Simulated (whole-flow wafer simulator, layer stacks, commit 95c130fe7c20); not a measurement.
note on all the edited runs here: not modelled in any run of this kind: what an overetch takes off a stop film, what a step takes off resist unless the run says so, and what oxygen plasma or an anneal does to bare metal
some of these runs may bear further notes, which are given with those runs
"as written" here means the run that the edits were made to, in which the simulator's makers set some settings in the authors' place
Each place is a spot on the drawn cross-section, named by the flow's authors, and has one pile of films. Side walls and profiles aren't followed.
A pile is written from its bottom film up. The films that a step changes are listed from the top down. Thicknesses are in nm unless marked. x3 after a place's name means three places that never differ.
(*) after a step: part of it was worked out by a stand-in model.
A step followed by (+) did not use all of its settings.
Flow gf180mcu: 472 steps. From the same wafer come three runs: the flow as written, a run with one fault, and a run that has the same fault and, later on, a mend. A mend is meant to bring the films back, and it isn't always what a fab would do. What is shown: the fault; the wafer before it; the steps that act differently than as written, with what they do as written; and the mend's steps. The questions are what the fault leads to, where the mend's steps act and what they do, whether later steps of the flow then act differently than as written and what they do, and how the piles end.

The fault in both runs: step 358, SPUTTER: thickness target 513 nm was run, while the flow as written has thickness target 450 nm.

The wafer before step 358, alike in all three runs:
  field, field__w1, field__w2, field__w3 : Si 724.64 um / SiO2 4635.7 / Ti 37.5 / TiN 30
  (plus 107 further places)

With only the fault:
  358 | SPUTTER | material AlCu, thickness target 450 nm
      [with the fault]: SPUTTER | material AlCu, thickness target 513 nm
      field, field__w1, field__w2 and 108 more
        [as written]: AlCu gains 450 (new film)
        [with the fault]: AlCu gains 513 (new film)
  Steps later in the flow that act otherwise than as written:
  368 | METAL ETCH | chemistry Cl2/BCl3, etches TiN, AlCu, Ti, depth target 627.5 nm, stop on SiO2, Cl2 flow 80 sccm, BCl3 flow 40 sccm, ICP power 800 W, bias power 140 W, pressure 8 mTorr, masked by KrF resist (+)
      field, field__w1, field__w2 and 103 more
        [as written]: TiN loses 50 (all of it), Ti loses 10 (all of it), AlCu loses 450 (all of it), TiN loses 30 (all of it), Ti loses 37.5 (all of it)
        [with the fault]: TiN loses 50 (all of it), Ti loses 10 (all of it), AlCu loses 513 (all of it), TiN loses 30 (all of it), Ti loses 24.5
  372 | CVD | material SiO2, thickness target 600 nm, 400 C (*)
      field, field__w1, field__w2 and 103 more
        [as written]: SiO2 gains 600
        [with the fault]: SiO2 gains 600 (new film)
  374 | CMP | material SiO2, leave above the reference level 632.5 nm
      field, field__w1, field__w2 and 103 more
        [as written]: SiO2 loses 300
        [with the fault]: SiO2 loses 250
  At field, field__w1, field__w2 and 109 more, the piles at the end differ from the flow's by more than 2% or 0.5 nm, whichever is larger.
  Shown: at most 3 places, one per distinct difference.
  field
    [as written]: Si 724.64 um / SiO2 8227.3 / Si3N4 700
    [with the fault]: Si 724.64 um / SiO2 4635.7 / Ti 13 / SiO2 3641.6 / Si3N4 700
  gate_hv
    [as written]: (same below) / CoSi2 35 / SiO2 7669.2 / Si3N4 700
    [with the fault]: (same below) / CoSi2 35 / SiO2 4077.6 / Ti 13 / SiO2 3641.6 / Si3N4 700
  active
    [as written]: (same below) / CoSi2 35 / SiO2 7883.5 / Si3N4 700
    [with the fault]: (same below) / CoSi2 35 / SiO2 4291.9 / Ti 13 / SiO2 3641.6 / Si3N4 700

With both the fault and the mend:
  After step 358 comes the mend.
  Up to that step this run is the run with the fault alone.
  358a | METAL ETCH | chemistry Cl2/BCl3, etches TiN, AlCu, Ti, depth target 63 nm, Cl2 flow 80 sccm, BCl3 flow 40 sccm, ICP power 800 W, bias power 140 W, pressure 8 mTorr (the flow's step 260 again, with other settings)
      field, field__w1, field__w2 and 108 more
        AlCu loses 63
  Later steps of the flow that are run all act as written at every place that is followed.
  The piles end the same as the flow's at every place that both follow.
